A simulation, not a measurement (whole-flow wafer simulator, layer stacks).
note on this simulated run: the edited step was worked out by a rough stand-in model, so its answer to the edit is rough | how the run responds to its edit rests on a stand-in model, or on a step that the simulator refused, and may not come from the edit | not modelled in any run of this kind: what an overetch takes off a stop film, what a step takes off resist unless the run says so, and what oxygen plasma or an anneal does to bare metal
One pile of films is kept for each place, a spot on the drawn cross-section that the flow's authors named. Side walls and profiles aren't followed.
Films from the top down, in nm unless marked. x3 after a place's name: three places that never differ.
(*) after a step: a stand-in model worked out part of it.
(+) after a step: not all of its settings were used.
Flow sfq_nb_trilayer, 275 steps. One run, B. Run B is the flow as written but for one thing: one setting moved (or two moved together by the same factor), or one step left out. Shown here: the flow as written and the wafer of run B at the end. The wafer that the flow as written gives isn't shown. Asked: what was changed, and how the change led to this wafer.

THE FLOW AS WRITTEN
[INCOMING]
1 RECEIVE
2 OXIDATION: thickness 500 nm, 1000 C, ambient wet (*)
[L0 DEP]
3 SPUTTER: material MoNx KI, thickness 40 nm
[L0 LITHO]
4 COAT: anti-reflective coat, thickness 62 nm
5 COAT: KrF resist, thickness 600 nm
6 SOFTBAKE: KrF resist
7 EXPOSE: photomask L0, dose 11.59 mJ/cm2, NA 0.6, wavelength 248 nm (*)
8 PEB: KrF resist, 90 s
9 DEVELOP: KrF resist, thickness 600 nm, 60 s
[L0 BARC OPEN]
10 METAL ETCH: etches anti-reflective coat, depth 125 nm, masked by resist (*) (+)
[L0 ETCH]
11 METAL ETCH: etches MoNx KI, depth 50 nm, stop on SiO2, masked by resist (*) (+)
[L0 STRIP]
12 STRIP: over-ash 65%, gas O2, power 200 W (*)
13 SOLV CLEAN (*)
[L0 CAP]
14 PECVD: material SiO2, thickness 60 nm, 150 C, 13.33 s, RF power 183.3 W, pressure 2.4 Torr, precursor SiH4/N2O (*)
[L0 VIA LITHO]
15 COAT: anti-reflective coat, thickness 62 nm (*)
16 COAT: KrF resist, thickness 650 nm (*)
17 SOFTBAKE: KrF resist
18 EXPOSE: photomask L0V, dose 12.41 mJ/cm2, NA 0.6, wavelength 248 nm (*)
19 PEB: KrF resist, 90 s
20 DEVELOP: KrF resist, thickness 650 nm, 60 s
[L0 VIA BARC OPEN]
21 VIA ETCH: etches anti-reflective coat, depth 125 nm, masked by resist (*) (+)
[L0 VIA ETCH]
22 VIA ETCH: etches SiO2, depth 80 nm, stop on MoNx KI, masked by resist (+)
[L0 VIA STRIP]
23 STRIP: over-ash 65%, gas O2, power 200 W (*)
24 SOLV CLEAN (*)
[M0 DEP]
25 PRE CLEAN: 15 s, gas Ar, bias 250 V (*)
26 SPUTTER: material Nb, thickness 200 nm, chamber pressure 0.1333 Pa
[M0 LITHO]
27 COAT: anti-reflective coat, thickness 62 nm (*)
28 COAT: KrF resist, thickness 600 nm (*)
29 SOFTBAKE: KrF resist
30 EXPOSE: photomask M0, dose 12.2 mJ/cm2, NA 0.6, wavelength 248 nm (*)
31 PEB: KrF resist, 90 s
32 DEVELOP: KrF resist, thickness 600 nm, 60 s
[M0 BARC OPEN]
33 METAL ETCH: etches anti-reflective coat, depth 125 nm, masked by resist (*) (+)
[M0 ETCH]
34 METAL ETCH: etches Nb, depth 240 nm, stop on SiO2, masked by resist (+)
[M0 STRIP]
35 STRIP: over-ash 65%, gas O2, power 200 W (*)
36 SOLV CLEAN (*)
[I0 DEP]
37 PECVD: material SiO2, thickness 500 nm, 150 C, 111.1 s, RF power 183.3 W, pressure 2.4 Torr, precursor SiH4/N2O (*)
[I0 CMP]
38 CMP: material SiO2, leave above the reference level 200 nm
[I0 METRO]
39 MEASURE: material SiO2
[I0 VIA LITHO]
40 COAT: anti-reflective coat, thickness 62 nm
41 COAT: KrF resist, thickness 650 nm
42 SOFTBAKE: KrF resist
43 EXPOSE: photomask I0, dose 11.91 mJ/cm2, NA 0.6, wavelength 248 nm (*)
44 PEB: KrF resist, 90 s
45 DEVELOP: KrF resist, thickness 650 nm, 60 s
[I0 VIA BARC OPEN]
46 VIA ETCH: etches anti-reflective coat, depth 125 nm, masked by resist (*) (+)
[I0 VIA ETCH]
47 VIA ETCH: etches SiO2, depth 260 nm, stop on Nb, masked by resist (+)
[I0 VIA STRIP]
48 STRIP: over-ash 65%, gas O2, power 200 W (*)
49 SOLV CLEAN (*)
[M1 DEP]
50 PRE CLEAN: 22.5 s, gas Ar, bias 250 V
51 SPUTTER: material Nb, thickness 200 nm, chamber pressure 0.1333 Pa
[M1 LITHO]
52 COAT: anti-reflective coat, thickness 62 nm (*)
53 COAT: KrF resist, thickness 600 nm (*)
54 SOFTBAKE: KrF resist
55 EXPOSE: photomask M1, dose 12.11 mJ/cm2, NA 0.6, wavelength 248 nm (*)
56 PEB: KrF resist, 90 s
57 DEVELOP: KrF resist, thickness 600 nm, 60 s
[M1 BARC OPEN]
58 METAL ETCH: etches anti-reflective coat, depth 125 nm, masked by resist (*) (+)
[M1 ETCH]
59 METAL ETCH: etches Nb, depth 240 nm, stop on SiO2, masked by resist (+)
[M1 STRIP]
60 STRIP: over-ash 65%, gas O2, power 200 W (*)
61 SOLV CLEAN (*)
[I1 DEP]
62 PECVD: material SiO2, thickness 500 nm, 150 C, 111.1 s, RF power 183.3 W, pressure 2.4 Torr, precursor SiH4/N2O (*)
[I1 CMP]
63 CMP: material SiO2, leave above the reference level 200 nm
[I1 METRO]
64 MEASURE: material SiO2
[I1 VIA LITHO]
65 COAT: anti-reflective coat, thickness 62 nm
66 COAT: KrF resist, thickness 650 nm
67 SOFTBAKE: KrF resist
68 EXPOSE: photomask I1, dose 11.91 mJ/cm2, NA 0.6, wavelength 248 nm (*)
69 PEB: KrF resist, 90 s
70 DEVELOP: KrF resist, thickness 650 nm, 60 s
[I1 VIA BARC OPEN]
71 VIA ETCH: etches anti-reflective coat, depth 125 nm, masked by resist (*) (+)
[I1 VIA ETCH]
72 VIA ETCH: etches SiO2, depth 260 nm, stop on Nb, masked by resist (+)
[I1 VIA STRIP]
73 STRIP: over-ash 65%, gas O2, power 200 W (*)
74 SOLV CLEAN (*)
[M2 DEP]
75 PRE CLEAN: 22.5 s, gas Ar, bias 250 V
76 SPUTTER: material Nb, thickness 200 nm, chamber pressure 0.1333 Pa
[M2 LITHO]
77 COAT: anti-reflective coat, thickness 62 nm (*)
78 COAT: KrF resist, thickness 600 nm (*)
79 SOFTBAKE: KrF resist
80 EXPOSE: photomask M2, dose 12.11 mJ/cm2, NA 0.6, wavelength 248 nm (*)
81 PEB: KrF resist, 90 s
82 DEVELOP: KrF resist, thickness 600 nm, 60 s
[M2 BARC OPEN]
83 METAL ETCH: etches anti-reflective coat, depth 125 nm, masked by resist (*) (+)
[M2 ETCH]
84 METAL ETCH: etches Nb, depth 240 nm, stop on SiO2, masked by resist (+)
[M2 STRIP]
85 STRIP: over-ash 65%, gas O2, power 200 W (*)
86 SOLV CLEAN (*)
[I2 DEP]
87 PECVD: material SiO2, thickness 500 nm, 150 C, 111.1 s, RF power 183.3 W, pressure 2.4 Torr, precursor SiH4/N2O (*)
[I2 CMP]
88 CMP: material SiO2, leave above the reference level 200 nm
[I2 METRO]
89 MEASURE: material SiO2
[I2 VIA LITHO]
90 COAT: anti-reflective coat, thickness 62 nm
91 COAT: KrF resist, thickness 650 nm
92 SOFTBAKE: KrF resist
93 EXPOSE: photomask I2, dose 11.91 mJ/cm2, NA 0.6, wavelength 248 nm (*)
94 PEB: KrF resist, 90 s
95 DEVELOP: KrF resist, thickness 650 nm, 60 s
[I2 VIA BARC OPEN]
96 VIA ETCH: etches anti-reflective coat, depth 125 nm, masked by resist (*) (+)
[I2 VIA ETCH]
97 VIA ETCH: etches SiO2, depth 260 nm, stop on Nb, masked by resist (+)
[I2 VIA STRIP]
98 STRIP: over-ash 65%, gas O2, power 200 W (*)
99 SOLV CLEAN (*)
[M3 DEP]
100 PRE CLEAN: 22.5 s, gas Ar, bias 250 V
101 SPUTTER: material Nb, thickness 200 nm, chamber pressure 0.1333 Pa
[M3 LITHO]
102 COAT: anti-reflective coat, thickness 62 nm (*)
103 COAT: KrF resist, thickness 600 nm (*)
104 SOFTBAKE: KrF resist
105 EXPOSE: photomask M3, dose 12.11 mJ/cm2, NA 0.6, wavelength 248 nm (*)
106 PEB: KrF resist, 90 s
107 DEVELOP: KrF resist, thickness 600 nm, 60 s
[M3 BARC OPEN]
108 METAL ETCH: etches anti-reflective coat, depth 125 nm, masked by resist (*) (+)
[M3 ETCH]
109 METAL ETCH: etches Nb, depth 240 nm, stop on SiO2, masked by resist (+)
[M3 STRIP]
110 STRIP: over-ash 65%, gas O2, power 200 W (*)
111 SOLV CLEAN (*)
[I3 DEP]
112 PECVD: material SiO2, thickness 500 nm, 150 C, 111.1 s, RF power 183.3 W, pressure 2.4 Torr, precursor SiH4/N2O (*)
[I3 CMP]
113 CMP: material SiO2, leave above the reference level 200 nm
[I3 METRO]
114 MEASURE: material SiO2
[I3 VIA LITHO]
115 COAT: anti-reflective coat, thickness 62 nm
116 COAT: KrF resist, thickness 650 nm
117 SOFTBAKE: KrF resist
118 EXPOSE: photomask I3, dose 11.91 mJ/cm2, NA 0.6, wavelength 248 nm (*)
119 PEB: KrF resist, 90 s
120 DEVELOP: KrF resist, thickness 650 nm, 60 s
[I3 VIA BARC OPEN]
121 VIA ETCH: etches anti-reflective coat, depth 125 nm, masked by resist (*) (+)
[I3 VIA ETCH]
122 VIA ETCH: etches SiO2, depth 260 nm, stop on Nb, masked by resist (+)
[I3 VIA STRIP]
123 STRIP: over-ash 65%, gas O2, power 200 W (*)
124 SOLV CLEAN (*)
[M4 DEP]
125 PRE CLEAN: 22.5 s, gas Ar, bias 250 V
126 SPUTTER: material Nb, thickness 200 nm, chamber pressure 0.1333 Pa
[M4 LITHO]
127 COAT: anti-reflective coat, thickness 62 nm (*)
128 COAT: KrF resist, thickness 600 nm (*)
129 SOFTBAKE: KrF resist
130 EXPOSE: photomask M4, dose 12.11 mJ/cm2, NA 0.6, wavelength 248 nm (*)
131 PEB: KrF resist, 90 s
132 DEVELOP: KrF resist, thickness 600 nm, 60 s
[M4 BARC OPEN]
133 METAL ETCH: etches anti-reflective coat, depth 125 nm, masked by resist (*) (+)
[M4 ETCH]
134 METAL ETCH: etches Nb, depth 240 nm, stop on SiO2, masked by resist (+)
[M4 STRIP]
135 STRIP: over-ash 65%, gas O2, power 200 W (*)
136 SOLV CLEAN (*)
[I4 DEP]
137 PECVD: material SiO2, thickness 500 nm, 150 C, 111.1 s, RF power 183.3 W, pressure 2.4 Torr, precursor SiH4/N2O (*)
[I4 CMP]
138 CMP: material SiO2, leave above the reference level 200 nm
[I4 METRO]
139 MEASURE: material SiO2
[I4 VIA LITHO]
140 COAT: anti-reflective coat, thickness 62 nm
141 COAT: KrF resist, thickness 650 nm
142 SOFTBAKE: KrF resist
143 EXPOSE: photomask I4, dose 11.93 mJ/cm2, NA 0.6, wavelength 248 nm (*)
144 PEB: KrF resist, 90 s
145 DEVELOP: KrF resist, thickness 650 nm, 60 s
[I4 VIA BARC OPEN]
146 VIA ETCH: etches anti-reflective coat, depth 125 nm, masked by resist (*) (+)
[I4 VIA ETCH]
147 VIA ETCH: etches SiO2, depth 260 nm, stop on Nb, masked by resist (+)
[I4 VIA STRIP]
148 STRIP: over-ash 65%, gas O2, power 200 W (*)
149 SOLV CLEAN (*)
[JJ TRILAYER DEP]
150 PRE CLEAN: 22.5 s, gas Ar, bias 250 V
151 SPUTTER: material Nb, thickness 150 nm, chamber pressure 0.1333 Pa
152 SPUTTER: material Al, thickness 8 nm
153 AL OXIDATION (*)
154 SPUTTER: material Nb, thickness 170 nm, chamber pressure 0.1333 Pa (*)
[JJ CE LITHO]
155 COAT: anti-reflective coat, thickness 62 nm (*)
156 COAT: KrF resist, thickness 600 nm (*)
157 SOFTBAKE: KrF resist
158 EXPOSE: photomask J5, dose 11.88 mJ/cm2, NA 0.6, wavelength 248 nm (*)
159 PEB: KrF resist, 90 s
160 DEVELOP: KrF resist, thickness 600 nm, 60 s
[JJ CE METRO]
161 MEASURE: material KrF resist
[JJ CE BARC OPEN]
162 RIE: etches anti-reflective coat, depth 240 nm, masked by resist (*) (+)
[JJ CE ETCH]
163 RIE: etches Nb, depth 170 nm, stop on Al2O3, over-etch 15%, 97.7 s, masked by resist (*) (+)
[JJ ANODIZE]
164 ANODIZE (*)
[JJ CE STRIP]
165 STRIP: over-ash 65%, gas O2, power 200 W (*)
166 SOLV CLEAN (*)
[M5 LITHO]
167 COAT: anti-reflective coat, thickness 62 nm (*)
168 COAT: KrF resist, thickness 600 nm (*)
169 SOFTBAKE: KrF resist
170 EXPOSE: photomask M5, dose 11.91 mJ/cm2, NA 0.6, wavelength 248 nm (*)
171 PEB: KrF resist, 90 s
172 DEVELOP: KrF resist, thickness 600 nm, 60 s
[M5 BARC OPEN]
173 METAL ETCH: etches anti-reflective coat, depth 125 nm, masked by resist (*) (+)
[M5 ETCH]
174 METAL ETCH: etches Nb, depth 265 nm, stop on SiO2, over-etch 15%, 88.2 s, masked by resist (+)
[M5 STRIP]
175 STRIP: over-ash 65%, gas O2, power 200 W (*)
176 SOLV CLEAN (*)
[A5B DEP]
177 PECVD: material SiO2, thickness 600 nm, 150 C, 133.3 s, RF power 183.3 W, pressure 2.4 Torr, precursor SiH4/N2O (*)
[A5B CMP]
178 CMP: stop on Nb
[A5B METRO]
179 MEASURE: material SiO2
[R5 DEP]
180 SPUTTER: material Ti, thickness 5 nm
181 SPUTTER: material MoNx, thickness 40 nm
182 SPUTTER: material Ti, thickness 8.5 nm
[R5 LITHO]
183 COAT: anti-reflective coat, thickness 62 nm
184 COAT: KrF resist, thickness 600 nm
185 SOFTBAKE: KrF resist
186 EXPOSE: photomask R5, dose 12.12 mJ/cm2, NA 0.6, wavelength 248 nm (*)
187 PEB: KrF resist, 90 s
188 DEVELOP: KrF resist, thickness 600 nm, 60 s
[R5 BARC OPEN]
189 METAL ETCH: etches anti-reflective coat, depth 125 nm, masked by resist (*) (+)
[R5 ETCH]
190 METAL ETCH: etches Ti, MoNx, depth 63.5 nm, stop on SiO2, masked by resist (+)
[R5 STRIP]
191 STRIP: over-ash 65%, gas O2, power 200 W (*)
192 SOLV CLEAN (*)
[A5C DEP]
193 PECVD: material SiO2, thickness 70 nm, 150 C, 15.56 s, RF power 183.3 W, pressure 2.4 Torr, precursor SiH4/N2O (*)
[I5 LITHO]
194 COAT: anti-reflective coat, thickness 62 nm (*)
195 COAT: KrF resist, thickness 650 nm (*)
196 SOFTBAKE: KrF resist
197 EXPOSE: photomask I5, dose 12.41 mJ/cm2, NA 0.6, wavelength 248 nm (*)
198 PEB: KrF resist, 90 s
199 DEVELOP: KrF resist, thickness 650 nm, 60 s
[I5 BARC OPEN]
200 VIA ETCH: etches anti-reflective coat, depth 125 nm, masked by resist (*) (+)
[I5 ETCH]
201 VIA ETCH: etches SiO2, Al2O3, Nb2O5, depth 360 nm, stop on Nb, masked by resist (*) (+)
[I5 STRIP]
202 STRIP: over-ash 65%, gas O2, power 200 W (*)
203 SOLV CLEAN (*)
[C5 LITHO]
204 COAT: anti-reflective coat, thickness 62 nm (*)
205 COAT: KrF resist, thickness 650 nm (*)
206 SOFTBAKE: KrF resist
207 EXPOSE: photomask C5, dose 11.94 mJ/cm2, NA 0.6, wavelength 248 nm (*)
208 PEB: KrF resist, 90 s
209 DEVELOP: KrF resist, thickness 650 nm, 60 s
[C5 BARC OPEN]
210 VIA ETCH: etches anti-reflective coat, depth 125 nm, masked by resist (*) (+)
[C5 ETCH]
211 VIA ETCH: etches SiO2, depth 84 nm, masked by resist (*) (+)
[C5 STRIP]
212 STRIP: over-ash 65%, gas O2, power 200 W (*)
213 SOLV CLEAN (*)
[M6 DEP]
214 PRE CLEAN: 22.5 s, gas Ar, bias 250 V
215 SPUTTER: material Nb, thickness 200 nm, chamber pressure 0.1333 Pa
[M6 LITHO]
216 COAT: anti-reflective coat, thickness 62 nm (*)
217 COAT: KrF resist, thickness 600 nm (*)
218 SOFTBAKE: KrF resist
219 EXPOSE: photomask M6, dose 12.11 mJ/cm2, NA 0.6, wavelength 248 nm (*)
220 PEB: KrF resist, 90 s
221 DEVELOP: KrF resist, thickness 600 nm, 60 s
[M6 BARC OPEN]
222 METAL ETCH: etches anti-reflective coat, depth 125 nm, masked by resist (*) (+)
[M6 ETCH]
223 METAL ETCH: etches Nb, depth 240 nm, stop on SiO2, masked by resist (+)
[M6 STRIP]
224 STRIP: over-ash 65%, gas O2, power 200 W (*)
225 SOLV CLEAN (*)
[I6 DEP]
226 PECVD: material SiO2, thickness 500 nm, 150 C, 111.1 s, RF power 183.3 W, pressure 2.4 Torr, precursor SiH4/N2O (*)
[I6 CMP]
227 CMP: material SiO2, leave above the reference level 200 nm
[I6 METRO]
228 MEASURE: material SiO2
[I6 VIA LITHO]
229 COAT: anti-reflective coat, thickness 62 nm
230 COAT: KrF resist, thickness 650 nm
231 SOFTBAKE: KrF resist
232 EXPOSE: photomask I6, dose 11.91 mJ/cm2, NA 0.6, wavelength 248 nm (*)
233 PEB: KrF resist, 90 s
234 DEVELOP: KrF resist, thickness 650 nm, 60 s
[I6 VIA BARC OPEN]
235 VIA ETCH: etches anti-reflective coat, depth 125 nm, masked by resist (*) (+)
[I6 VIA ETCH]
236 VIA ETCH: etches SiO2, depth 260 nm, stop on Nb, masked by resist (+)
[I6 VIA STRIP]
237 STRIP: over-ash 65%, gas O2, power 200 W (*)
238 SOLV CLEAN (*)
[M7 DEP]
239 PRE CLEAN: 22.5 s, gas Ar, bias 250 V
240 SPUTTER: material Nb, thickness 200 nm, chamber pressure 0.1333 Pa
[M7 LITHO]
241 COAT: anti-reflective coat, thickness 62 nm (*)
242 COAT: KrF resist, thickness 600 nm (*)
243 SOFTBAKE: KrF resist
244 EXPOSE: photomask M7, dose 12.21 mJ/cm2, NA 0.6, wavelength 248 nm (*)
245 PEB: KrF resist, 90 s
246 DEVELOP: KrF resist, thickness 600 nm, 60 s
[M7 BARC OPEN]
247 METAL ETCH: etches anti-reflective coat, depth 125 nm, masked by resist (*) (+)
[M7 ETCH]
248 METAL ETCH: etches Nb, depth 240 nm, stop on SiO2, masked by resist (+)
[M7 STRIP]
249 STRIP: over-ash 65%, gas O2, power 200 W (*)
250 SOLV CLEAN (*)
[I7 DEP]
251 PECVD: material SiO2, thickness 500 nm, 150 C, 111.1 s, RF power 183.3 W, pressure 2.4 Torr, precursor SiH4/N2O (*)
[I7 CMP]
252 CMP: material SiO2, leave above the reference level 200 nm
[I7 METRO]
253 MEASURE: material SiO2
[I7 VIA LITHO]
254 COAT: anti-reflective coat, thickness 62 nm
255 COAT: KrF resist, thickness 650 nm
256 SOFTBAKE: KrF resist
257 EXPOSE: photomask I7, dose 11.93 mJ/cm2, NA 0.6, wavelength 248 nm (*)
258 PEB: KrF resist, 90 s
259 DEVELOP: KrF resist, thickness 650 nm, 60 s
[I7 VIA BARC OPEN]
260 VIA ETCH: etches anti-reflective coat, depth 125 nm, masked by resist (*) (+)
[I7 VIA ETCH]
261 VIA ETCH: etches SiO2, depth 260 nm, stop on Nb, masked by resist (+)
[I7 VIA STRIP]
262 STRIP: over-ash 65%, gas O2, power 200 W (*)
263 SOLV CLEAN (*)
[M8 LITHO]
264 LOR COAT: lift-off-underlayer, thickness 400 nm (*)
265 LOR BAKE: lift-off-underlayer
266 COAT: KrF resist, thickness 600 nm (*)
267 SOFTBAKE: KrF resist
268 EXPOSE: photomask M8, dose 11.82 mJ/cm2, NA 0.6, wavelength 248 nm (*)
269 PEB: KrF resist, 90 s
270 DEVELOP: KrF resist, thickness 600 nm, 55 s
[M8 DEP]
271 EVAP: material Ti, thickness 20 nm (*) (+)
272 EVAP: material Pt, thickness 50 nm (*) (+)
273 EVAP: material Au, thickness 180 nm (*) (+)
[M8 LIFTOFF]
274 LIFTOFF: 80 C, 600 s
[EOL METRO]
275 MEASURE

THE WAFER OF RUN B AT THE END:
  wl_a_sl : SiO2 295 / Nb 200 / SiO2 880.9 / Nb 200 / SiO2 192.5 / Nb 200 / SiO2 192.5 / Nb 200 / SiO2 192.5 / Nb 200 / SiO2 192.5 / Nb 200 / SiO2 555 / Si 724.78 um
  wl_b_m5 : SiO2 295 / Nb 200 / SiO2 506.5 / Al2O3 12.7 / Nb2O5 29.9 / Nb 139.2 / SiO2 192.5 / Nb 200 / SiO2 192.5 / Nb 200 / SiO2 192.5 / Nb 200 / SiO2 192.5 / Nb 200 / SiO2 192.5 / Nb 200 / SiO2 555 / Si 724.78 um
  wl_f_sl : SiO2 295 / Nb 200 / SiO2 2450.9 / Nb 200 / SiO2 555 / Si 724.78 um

The cause: step 226, PECVD: thickness 305 nm was run, where the flow has thickness 500 nm; step 226, PECVD: 67.78 s was run, where the flow has 111.1 s.

How the change led to this, step by step:
  226 PECVD: material SiO2, thickness 500 nm, 150 C, 111.1 s, RF power 183.3 W, pressure 2.4 Torr, precursor SiH4/N2O (*)
      field_l, p4_fl, p4_fm and 62 more: SiO2 +305 (as written it would be: SiO2 +500)
      v_sur, via_wl, via_w and 21 more: SiO2 +305 (new film) (as written it would be: SiO2 +500 (new film))
      (and at 17 more places)
  227 CMP: material SiO2, leave above the reference level 200 nm
      field_l, p4_fl, p4_fm and 59 more: nothing (as written it would be: SiO2 -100)
      moat, field_r, lsp_l, ln_m5, lsp_m: nothing (as written it would be: SiO2 -93.6)
      (and at 39 more places)
  229 COAT: anti-reflective coat, thickness 62 nm
      field_r, p3_s1, m0r_line_l, m0r_line_r, m7r_line_l, m7r_line_r: anti-reflective coat +63.5 (new film) (as written it would be: anti-reflective coat +62 (new film))
      m0r_space_l, m0r_space_r, m7r_space_l, m7r_space_r: anti-reflective coat +75.1 (new film) (as written it would be: anti-reflective coat +62 (new film))
      (and at 81 more places)
  230 COAT: KrF resist, thickness 650 nm
      m0r_line_l, m0r_line_r, m7r_line_l, m7r_line_r: KrF resist +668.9 (new film) (as written it would be: KrF resist +650 (new film))
      via_wr, ce_r: KrF resist +624.3 (new film) (as written it would be: KrF resist +650 (new film))
      (and at 44 more places)
  234 DEVELOP: KrF resist, thickness 650 nm, 60 s
      via_v: KrF resist -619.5 (all of it) (as written it would be: KrF resist -648.6 (all of it))
  235 VIA ETCH: etches anti-reflective coat, depth 125 nm, masked by resist (*) (+)
      field_l, v_sur, via_wl and 102 more: KrF resist -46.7 (as written it would be: KrF resist -51.7)
      via_v: anti-reflective coat -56 (all of it), SiO2 -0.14 (as written it would be: anti-reflective coat -62 (all of it), SiO2 -0.16)
  237 STRIP: over-ash 65%, gas O2, power 200 W (*)
      m0r_line_l, m0r_line_r, m7r_line_l, m7r_line_r: KrF resist -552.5 (all of it), anti-reflective coat -63.5 (all of it) (as written it would be: KrF resist -528.6 (all of it), anti-reflective coat -62 (all of it))
      m0r_space_l, m0r_space_r, m7r_space_l, m7r_space_r: KrF resist -544.8 (all of it), anti-reflective coat -75.1 (all of it) (as written it would be: KrF resist -528.6 (all of it), anti-reflective coat -62 (all of it))
      (and at 84 more places)
  240 SPUTTER: material Nb, thickness 200 nm, chamber pressure 0.1333 Pa
      moat, lsp_m: Nb +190 (new film) (as written it would be: Nb +200 (new film))
      be: Nb +142.2 (new film) (as written it would be: Nb +200 (new film))
      (and at 1 more place)
  241 COAT: anti-reflective coat, thickness 62 nm (*)
      wl_a_sr, m0r_space_l, m0r_space_r, m7r_space_l, m7r_space_r: anti-reflective coat +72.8 (new film) (as written it would be: anti-reflective coat +62 (new film))
      wl_b_sr, wl_d_sr, wl_e_sl, wl_e_m5, m8r_pad_w: anti-reflective coat +64.2 (new film) (as written it would be: anti-reflective coat +62 (new film))
      (and at 78 more places)
  242 COAT: KrF resist, thickness 600 nm (*)
      m0r_line_l, m0r_line_r, m7r_line_l, m7r_line_r: KrF resist +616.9 (new film) (as written it would be: KrF resist +600 (new film))
      m5r_linepad_l, m5r_linepad_r: KrF resist +578.9 (new film) (as written it would be: KrF resist +600 (new film))
      (and at 46 more places)
  246 DEVELOP: KrF resist, thickness 600 nm, 60 s
      m0r_line_l, m0r_line_r: KrF resist -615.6 (all of it) (as written it would be: KrF resist -598.7 (all of it))
      m5r_linepad_l, m5r_linepad_r: KrF resist -577.7 (all of it) (as written it would be: KrF resist -598.7 (all of it))
      (and at 13 more places)
  247 METAL ETCH: etches anti-reflective coat, depth 125 nm, masked by resist (*) (+)
      v_sur, via_wl, via_w and 38 more: KrF resist -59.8 (as written it would be: KrF resist -51.7)
      wl_d_sr, wl_e_sl, wl_e_m5, m8r_pad_w: anti-reflective coat -64.2 (all of it) (as written it would be: anti-reflective coat -62 (all of it))
      (and at 44 more places)
  249 STRIP: over-ash 65%, gas O2, power 200 W (*)
      m7r_line_l, m7r_line_r: KrF resist -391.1 (all of it), anti-reflective coat -63.6 (all of it) (as written it would be: KrF resist -382.4 (all of it), anti-reflective coat -62 (all of it))
      v_sur: KrF resist -338.4 (all of it), anti-reflective coat -46.3 (all of it) (as written it would be: KrF resist -379.9 (all of it), anti-reflective coat -61.4 (all of it))
      (and at 37 more places)
  251 PECVD: material SiO2, thickness 500 nm, 150 C, 111.1 s, RF power 183.3 W, pressure 2.4 Torr, precursor SiH4/N2O (*)
      be: SiO2 +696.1 (new film) (as written it would be: SiO2 +500 (new film))
  252 CMP: material SiO2, leave above the reference level 200 nm
      field_r, lsp_l: nothing (as written it would be: SiO2 -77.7)
      l0_sur, l0v: nothing (as written it would be: SiO2 -87.8)
      (and at 76 more places)
  254 COAT: anti-reflective coat, thickness 62 nm
      moat: anti-reflective coat +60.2 (new film) (as written it would be: anti-reflective coat +62 (new film))
      field_r: anti-reflective coat +69.6 (new film) (as written it would be: anti-reflective coat +62 (new film))
      (and at 4 more places)
  ... 2 more steps ...
  274 LIFTOFF: 80 C, 600 s
      field_r: Au -180 (all of it), Pt -50 (all of it), Ti -20 (all of it), KrF resist -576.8 (all of it), lift-off-underlayer -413 (all of it) (as written it would be: Au -180 (all of it), Pt -50 (all of it), Ti -20 (all of it), KrF resist -573.5 (all of it), lift-off-underlayer -399.6 (all of it))
      lsp_l: Au -180 (all of it), Pt -50 (all of it), Ti -20 (all of it), KrF resist -577.3 (all of it), lift-off-underlayer -412.3 (all of it) (as written it would be: Au -180 (all of it), Pt -50 (all of it), Ti -20 (all of it), KrF resist -573.4 (all of it), lift-off-underlayer -399.6 (all of it))
